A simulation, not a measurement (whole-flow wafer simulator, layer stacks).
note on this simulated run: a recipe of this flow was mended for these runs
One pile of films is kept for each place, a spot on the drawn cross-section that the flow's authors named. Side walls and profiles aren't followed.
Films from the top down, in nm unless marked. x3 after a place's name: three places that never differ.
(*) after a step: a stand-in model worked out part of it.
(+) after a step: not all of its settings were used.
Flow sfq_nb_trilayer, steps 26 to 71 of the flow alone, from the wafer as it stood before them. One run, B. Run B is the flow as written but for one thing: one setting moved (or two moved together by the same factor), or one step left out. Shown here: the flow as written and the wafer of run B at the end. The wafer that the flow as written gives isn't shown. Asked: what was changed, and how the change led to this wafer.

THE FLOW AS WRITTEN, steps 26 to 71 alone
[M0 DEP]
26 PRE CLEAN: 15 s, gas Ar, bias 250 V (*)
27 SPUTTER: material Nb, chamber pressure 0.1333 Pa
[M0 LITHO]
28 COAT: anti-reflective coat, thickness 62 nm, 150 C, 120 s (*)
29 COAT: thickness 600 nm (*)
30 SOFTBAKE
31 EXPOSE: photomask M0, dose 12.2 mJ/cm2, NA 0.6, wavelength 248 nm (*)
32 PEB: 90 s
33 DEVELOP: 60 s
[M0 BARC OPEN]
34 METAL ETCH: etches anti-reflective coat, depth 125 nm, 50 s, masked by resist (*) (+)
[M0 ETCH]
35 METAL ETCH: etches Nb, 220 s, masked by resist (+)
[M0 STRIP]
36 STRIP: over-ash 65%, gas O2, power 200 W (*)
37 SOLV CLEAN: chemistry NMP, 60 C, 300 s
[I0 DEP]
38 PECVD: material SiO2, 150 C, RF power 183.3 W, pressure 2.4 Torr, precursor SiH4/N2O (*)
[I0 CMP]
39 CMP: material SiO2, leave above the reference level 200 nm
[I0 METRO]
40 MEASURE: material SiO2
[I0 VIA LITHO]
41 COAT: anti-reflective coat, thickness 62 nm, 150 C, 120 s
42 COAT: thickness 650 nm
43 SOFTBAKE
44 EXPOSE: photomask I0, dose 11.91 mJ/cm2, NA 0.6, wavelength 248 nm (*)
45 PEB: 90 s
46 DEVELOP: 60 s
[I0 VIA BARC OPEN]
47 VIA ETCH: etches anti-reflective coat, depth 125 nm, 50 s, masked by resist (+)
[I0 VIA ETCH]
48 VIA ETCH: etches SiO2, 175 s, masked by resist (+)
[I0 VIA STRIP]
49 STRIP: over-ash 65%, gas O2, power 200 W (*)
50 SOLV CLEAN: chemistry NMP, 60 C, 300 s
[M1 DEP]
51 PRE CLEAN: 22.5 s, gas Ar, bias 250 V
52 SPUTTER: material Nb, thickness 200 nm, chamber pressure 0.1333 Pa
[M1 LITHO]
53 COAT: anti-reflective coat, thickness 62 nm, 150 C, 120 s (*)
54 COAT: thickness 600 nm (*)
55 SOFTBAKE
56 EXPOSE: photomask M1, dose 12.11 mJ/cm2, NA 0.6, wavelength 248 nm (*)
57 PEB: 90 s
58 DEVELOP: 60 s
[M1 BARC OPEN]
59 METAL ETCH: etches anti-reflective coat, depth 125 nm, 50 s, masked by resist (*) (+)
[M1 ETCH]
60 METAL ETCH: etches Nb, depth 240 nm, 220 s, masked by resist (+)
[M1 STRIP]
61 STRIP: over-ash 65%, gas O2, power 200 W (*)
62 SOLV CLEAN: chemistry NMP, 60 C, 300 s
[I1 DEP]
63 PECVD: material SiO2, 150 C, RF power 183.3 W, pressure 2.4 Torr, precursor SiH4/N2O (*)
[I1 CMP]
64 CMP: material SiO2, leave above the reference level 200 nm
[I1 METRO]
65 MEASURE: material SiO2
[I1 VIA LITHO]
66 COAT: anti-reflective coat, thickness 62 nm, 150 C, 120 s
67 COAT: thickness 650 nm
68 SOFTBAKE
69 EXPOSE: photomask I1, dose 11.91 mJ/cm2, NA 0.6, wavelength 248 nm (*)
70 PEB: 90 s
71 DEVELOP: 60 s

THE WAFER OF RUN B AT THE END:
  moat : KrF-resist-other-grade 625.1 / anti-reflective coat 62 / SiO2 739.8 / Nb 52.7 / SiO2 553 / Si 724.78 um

The cause: step 35, METAL ETCH: 135 s was run, where the flow has 220 s.

How the change led to this, step by step:
  35 METAL ETCH: etches Nb, 220 s, masked by resist (+)
      moat, m0r_space_l x2: Nb -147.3 (as written it would be: Nb -200 (all of it), SiO2 -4)
      field_l, v_sur, via_wl and 100 more: KrF-resist-other-grade -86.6 (as written it would be: KrF-resist-other-grade -141.2)
  36 STRIP: over-ash 65%, gas O2, power 200 W (*)
      p4_fl x53, wl_j_sl x16, wl_d_sl x2: KrF-resist-other-grade -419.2 (all of it), anti-reflective coat -62 (all of it) (as written it would be: KrF-resist-other-grade -364.6 (all of it), anti-reflective coat -62 (all of it))
      jj_sur, ce_l, c5j, res: KrF-resist-other-grade -425 (all of it), anti-reflective coat -63.7 (all of it) (as written it would be: KrF-resist-other-grade -370.5 (all of it), anti-reflective coat -63.7 (all of it))
      (and at 28 more places)
  38 PECVD: material SiO2, 150 C, RF power 183.3 W, pressure 2.4 Torr, precursor SiH4/N2O (*)
      moat, m0r_space_l x2: SiO2 +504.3 (new film) (as written it would be: SiO2 +561.1)
Counting metal films that touch as one body, moat has 1 body; the flow as written gives 0 bodies.
